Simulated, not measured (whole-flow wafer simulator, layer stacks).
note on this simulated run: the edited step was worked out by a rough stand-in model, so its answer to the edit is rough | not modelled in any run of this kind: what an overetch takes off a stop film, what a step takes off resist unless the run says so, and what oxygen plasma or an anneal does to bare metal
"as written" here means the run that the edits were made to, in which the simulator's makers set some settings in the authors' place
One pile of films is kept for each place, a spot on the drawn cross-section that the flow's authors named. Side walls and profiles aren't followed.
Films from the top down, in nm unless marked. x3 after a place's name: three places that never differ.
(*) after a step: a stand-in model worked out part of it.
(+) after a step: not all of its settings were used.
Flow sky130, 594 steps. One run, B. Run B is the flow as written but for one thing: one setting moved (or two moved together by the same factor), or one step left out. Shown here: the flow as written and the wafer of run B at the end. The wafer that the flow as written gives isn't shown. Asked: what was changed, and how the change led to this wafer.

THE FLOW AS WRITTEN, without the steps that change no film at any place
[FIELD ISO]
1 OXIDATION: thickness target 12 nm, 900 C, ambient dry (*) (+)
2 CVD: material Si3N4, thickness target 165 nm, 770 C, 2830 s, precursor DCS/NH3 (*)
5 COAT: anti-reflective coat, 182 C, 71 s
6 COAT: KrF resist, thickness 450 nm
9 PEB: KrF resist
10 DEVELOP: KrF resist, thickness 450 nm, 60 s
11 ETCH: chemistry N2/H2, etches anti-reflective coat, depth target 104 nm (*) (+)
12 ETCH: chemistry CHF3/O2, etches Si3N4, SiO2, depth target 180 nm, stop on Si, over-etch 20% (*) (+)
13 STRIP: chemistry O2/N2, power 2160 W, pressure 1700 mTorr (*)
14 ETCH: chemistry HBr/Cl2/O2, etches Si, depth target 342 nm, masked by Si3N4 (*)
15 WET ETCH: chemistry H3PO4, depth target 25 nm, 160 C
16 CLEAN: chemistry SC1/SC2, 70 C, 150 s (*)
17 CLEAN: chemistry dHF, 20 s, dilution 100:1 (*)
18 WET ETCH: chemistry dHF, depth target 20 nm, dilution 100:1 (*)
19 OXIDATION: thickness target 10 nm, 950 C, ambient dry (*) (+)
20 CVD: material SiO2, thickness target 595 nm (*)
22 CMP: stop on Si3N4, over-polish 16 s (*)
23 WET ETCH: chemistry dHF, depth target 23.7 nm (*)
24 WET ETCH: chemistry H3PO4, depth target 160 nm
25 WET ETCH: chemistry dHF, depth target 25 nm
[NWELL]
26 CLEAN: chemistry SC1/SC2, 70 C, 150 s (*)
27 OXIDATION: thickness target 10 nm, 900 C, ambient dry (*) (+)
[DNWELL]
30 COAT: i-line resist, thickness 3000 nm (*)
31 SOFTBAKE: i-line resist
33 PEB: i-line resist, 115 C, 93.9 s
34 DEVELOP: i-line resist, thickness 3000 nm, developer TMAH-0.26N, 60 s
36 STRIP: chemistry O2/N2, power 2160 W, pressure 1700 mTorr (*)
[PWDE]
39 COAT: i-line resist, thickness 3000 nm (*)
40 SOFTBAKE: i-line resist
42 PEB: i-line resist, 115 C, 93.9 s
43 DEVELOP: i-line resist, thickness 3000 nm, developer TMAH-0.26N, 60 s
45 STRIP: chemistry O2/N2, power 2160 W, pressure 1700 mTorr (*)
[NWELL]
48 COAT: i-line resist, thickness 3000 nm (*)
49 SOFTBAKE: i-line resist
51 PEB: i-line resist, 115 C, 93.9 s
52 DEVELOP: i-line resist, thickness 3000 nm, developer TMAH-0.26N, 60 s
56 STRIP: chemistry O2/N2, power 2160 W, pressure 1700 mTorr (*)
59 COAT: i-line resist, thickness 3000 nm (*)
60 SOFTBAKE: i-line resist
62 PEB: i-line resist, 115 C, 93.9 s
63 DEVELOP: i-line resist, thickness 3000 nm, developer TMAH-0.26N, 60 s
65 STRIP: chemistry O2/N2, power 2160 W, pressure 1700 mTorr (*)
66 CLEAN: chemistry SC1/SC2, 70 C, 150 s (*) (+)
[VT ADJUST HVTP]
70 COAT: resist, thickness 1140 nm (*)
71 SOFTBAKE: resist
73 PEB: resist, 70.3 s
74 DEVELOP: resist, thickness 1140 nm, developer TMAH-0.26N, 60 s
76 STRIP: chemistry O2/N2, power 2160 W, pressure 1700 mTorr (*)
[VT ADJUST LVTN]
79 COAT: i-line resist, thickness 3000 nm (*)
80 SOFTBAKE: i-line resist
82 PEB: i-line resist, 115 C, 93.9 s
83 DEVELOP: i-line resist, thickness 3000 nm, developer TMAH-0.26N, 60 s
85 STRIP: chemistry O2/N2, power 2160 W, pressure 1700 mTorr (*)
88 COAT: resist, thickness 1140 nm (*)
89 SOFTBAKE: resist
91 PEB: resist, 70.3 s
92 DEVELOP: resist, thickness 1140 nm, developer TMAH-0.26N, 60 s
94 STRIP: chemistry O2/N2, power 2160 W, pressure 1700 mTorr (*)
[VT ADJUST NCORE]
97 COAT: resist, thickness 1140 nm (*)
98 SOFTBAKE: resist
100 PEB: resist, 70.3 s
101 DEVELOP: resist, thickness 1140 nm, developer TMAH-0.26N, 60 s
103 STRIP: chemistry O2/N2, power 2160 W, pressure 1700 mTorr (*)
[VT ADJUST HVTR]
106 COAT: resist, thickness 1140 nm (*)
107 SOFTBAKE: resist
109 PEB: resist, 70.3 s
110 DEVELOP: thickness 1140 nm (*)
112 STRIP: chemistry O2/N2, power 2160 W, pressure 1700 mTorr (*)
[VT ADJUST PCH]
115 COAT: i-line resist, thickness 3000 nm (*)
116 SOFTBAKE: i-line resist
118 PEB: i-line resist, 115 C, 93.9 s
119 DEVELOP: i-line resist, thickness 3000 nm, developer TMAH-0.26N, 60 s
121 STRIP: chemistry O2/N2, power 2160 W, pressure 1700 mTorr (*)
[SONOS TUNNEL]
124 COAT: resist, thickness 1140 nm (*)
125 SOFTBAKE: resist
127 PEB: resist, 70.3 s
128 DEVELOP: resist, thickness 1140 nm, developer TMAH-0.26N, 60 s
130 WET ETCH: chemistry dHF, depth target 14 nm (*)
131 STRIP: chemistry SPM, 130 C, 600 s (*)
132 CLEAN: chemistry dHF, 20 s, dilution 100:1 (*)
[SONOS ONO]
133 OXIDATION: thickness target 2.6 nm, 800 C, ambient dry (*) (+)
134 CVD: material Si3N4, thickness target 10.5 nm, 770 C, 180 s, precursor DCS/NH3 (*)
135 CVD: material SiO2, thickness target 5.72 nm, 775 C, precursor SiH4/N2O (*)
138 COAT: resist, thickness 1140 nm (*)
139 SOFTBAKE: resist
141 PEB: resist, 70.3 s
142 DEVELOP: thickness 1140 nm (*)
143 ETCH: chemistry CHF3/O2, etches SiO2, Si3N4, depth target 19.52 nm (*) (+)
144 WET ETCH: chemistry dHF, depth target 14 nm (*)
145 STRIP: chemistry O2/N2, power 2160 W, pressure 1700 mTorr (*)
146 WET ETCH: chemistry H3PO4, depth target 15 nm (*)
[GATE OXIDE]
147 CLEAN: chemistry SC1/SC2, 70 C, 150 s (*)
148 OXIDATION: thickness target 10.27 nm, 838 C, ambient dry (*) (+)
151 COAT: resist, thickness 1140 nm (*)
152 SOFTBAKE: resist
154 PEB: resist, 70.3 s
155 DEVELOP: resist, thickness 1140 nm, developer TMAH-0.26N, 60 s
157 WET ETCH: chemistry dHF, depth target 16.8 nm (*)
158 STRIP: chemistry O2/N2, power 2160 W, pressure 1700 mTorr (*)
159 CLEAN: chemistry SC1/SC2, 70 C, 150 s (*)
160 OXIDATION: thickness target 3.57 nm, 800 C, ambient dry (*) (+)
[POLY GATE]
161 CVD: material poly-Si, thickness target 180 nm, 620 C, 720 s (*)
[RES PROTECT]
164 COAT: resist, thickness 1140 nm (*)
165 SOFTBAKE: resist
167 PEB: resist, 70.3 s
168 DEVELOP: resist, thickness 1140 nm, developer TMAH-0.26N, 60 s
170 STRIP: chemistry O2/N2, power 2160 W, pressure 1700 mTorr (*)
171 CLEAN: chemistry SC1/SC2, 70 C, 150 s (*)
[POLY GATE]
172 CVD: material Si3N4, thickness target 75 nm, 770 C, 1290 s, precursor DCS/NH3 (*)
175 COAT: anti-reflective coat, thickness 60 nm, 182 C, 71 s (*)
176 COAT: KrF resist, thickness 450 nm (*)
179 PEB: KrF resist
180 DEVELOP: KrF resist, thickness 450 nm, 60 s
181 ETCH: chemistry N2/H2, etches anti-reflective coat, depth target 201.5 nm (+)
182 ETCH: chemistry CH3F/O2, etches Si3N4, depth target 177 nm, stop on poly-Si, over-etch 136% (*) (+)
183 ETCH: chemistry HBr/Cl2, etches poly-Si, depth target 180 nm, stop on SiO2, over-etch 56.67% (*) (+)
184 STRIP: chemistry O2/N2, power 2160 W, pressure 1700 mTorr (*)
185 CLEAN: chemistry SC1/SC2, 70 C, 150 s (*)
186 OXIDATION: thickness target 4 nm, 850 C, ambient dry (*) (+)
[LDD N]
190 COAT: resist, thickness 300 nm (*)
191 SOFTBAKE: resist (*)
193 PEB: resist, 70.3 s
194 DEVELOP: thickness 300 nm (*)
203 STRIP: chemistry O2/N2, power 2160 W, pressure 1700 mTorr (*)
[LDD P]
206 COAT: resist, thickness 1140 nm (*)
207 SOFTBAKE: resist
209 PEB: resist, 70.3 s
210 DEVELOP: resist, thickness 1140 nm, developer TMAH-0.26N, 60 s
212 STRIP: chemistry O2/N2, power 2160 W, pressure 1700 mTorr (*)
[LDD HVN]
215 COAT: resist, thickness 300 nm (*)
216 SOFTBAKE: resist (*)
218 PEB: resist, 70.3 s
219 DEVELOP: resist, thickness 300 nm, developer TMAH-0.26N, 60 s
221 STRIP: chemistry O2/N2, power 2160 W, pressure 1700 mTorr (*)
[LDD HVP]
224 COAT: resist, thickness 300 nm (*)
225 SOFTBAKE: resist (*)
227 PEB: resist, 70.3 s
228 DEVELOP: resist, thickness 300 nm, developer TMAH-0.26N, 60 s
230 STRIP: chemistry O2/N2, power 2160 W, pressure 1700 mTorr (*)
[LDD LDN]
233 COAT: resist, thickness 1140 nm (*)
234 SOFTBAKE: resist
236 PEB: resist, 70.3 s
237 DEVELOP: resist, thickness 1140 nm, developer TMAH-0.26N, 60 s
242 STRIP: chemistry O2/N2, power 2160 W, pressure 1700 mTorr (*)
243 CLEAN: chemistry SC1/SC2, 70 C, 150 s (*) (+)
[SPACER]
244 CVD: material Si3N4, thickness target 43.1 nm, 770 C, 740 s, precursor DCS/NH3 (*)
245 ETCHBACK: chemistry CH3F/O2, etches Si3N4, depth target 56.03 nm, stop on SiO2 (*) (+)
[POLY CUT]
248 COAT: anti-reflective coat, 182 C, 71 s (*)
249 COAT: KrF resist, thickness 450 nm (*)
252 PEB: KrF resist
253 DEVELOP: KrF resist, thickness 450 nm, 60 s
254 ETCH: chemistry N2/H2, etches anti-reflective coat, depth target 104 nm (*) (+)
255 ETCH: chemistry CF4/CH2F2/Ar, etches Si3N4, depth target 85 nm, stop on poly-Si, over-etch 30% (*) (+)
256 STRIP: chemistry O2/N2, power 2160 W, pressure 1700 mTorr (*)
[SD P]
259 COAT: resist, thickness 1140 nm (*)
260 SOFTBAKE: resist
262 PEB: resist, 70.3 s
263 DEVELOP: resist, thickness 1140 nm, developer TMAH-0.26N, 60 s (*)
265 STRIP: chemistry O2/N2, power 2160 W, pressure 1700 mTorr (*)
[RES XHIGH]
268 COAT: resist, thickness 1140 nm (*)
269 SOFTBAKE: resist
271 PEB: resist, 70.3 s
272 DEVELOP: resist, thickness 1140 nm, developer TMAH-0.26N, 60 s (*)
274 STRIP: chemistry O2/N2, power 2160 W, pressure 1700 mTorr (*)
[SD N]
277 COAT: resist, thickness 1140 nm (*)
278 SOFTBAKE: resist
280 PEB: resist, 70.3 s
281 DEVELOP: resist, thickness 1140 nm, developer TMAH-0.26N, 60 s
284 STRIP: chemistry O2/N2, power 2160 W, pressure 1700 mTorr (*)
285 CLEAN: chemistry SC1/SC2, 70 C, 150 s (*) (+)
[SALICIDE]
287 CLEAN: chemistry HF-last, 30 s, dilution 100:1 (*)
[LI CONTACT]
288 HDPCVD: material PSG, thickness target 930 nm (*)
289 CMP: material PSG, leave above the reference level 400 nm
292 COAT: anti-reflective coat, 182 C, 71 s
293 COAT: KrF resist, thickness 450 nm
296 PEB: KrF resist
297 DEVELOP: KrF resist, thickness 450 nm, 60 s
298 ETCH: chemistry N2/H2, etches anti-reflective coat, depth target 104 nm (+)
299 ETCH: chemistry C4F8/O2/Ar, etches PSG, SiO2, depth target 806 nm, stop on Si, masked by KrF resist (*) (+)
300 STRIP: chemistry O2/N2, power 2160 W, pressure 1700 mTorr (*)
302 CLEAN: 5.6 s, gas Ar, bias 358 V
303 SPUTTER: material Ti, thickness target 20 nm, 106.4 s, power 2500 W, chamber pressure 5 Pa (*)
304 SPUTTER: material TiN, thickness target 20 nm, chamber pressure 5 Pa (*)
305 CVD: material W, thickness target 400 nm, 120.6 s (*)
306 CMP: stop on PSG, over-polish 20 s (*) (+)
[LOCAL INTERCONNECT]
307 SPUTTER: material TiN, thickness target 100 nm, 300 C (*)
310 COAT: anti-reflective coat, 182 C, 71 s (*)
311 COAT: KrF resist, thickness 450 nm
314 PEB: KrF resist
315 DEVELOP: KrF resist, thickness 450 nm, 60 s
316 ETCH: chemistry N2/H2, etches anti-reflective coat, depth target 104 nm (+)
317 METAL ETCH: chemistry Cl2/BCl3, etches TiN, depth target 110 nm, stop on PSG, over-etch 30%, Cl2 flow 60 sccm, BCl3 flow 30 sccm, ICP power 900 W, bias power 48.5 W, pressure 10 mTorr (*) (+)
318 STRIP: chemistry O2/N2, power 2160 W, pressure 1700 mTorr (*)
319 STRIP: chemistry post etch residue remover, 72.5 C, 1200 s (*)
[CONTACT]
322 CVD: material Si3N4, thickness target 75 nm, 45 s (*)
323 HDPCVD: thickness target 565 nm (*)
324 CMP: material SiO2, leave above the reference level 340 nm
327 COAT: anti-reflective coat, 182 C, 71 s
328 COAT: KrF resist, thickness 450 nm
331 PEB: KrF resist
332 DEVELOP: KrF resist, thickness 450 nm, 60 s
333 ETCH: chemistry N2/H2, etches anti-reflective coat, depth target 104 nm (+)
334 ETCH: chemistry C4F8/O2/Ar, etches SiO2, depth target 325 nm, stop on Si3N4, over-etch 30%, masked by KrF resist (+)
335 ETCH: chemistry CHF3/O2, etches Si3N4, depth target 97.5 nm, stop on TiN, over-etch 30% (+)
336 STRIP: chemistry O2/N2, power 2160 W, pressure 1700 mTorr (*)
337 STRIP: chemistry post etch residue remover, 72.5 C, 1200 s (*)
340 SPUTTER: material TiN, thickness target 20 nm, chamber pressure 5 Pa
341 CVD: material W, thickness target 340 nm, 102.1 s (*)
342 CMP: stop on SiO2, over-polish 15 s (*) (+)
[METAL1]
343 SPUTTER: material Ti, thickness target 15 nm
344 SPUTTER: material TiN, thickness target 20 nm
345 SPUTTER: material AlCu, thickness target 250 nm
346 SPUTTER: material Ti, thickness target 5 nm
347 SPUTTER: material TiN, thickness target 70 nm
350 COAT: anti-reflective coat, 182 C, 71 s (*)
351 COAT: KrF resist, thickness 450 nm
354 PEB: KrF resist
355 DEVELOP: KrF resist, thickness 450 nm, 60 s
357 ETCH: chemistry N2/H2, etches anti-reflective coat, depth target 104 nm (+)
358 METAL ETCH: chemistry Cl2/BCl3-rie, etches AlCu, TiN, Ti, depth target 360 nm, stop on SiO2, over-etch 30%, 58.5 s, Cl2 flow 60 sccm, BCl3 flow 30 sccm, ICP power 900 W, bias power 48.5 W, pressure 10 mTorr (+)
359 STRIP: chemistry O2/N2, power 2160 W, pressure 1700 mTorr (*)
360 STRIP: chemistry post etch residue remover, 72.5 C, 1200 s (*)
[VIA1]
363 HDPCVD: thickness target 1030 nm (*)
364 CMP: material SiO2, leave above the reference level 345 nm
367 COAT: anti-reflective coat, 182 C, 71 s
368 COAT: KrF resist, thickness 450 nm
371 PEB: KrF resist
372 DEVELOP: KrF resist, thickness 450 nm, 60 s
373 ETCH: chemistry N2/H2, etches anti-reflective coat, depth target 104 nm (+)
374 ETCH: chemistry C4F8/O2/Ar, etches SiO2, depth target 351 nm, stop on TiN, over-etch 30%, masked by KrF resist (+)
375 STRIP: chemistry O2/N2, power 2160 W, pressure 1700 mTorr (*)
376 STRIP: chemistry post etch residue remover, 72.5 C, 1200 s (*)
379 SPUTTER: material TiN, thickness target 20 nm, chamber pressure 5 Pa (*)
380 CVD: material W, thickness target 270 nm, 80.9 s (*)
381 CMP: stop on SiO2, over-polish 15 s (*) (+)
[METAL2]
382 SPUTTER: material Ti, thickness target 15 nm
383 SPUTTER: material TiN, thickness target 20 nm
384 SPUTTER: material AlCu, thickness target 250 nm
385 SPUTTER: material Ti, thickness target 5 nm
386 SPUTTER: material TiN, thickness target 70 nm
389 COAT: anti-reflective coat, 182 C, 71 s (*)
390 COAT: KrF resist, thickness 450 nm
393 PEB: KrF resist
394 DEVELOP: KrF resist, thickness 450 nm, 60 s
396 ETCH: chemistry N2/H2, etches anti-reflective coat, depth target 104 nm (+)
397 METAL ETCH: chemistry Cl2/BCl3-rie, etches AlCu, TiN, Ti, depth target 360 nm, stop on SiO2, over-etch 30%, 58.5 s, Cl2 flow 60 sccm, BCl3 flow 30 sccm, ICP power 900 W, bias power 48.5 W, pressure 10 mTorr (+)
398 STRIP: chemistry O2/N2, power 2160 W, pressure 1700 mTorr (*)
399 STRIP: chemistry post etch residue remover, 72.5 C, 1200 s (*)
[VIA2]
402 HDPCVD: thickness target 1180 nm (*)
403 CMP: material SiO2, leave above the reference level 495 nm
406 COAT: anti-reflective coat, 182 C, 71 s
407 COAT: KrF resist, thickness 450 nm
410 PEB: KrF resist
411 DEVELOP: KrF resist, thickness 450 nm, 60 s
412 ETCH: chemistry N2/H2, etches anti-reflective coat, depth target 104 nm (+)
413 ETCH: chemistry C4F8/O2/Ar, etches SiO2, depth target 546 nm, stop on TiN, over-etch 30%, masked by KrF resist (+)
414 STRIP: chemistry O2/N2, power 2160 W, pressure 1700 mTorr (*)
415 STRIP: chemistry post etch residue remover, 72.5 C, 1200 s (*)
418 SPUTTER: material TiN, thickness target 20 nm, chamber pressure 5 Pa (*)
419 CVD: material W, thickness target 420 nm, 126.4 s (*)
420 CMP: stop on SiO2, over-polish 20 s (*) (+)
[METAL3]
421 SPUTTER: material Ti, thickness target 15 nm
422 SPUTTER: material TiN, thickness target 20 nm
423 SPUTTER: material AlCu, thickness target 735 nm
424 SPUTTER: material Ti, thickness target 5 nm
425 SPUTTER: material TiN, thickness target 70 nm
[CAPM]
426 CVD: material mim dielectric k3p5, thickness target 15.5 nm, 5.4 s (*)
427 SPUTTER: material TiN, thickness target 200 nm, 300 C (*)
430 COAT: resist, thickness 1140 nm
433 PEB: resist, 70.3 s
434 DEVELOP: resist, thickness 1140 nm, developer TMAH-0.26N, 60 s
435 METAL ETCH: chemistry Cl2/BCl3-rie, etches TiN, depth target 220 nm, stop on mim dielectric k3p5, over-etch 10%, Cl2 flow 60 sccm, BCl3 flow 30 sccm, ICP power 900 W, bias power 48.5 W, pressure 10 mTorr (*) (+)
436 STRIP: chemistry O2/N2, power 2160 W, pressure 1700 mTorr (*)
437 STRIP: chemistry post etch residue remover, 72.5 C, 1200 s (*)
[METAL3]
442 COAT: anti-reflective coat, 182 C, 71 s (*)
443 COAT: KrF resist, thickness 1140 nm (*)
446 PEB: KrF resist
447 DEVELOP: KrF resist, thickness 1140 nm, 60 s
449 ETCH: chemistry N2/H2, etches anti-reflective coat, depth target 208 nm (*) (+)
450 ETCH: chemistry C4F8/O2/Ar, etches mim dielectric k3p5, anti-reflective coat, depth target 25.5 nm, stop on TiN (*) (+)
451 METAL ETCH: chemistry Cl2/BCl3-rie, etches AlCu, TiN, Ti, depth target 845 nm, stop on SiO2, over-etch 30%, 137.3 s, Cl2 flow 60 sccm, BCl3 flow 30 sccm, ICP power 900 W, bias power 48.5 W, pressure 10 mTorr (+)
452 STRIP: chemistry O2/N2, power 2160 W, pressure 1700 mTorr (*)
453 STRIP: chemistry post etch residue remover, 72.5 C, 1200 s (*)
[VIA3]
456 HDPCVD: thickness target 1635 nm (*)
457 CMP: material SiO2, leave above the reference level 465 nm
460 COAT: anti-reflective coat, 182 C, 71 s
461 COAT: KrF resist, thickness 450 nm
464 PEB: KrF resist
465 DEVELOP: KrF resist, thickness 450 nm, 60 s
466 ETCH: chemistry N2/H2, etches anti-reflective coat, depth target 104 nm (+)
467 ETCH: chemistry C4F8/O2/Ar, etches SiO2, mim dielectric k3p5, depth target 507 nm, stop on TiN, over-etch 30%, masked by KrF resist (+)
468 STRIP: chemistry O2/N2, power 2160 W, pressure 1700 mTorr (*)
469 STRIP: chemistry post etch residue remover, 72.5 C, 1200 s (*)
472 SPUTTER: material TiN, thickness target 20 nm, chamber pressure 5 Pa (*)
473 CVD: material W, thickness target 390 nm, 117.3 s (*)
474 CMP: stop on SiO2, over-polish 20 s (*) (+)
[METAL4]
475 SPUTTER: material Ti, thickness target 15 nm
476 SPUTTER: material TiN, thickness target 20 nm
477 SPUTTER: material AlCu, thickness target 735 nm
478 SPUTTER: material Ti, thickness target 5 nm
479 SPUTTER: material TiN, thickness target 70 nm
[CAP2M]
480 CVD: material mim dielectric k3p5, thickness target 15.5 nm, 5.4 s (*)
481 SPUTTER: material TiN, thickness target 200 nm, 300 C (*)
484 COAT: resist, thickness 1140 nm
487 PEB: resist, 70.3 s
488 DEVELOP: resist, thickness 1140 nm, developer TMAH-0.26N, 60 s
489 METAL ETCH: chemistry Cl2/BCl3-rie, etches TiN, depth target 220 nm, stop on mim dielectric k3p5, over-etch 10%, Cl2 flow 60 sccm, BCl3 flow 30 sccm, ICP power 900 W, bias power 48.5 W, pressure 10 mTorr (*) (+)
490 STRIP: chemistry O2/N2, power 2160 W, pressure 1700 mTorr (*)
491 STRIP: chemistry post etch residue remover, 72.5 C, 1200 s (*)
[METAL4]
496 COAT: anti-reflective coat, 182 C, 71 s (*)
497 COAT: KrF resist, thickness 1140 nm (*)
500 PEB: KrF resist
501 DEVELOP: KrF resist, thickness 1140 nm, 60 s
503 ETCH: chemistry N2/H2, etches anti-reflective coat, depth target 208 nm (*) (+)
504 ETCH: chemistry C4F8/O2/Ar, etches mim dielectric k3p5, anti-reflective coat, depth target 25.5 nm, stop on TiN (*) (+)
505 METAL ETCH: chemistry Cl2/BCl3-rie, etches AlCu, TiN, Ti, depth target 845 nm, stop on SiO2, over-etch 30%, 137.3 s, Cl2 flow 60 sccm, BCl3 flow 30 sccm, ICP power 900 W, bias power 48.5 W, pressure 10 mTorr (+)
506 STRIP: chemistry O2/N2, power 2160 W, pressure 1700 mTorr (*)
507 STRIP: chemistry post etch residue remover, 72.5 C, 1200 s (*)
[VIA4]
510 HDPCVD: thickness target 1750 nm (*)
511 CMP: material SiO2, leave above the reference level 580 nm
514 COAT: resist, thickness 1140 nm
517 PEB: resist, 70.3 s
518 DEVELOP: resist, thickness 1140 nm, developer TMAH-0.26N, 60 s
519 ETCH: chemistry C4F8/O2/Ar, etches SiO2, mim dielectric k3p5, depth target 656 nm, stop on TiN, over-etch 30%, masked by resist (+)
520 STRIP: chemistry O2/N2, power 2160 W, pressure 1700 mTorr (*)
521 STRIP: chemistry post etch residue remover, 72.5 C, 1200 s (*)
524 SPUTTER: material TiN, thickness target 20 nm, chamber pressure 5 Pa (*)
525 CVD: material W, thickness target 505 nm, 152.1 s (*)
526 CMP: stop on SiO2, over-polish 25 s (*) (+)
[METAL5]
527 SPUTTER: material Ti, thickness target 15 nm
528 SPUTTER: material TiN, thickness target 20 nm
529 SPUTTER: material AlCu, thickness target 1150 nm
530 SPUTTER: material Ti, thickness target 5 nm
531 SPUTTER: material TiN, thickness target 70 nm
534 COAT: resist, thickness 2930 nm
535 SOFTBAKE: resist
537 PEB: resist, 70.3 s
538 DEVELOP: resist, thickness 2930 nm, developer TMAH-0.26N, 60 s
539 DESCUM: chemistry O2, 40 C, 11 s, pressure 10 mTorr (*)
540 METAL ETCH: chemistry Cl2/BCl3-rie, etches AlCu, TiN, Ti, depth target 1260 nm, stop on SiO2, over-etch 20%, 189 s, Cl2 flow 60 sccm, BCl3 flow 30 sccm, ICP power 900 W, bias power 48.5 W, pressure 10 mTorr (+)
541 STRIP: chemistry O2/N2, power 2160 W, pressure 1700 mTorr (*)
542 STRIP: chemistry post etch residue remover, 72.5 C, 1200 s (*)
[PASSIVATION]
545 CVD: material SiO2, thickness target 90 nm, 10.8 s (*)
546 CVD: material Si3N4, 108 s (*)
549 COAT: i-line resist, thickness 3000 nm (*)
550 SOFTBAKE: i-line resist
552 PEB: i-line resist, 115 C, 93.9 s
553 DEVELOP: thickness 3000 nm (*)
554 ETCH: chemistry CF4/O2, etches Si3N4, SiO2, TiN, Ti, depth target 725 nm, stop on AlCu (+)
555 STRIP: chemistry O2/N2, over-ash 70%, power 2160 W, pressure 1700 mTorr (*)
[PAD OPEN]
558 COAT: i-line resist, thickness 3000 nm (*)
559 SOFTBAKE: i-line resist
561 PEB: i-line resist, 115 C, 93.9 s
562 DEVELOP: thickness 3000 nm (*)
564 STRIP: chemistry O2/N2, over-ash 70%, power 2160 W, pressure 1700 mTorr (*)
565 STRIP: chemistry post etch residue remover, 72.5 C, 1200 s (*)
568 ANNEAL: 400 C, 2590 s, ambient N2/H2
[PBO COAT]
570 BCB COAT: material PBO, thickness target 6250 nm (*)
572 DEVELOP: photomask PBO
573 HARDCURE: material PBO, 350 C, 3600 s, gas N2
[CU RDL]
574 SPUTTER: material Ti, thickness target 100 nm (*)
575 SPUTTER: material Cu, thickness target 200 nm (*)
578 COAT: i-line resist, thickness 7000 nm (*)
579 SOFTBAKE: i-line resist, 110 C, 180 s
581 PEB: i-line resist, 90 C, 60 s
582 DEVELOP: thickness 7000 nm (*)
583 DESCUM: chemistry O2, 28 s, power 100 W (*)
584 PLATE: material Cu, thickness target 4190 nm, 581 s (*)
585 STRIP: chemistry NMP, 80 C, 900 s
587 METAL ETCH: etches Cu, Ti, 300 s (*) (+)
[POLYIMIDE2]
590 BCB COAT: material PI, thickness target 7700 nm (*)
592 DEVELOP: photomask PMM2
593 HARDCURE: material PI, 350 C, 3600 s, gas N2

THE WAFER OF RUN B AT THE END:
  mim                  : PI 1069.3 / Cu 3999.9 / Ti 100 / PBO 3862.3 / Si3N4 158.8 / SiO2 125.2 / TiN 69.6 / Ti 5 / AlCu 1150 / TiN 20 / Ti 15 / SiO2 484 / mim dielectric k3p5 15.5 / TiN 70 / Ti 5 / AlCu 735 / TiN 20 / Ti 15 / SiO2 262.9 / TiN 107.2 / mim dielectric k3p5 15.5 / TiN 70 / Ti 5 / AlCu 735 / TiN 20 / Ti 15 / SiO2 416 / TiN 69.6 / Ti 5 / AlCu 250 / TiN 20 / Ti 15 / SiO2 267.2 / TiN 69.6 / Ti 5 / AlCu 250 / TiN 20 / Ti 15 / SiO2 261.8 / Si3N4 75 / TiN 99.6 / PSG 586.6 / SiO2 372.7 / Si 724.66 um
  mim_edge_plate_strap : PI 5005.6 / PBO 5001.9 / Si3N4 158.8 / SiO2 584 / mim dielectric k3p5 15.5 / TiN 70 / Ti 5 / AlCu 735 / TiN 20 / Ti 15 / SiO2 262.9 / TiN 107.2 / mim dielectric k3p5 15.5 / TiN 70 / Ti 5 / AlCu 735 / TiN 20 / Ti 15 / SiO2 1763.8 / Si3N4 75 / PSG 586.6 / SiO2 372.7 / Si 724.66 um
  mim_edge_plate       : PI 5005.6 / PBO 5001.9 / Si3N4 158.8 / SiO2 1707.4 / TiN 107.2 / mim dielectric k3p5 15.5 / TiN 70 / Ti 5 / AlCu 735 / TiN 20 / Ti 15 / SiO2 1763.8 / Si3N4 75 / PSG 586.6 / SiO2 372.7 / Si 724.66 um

The cause: step 427, SPUTTER: thickness target 108 nm was run, where the flow has thickness target 200 nm.

How the change led to this, step by step:
  427 SPUTTER: material TiN, thickness target 200 nm, 300 C (*)
      field, active, n_well and 188 more: TiN +108 (new film) (as written it would be: TiN +200 (new film))
  435 METAL ETCH: chemistry Cl2/BCl3-rie, etches TiN, depth target 220 nm, stop on mim dielectric k3p5, over-etch 10%, Cl2 flow 60 sccm, BCl3 flow 30 sccm, ICP power 900 W, bias power 48.5 W, pressure 10 mTorr (*) (+)
      field, active, n_well and 185 more: TiN -108 (all of it) (as written it would be: TiN -200 (all of it))
      mim, mim_edge_plate_strap, mim_edge_plate: resist -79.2 (as written it would be: resist -146.7)
  436 STRIP: chemistry O2/N2, power 2160 W, pressure 1700 mTorr (*)
      mim, mim_edge_plate_strap, mim_edge_plate: resist -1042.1 (all of it) (as written it would be: resist -974.6 (all of it))
  442 COAT: anti-reflective coat, 182 C, 71 s (*)
      poly_licon, rpo_hd_licon: anti-reflective coat +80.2 (new film) (as written it would be: anti-reflective coat +57.6 (new film))
      mim: anti-reflective coat +30.8 (new film) (as written it would be: anti-reflective coat +40.4 (new film))
      (and at 8 more places)
  443 COAT: KrF resist, thickness 1140 nm (*)
      mim_edge_plate_strap, mim_edge_plate: KrF resist +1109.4 (new film) (as written it would be: KrF resist +1017.4 (new film))
      poly_licon, rpo_hd_licon: KrF resist +1146.1 (new film) (as written it would be: KrF resist +1171.3 (new film))
      (and at 3 more places)
  447 DEVELOP: KrF resist, thickness 1140 nm, 60 s
      poly_licon, rpo_hd_licon: KrF resist -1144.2 (all of it) (as written it would be: KrF resist -1169.3 (all of it))
      rxpo_ln: KrF resist -1138.7 (all of it) (as written it would be: KrF resist -1165.6 (all of it))
  449 ETCH: chemistry N2/H2, etches anti-reflective coat, depth target 208 nm (*) (+)
      poly_licon, rpo_hd_licon: anti-reflective coat -80.2 (all of it) (as written it would be: anti-reflective coat -57.6 (all of it))
      rpo_hd: anti-reflective coat -76.9 (all of it) (as written it would be: anti-reflective coat -62 (all of it))
      (and at 2 more places)
  452 STRIP: chemistry O2/N2, power 2160 W, pressure 1700 mTorr (*)
      mim_edge_plate_strap, mim_edge_plate: KrF resist -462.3 (all of it), anti-reflective coat -3 (all of it) (as written it would be: KrF resist -370.5 (all of it), anti-reflective coat -3 (all of it))
      mim: KrF resist -453.4 (all of it), anti-reflective coat -30.8 (all of it) (as written it would be: KrF resist -378.7 (all of it), anti-reflective coat -40.4 (all of it))
      (and at 5 more places)
  457 CMP: material SiO2, leave above the reference level 465 nm
      mim, mim_edge_plate_strap, mim_edge_plate: SiO2 -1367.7 (as written it would be: SiO2 -1459.7)
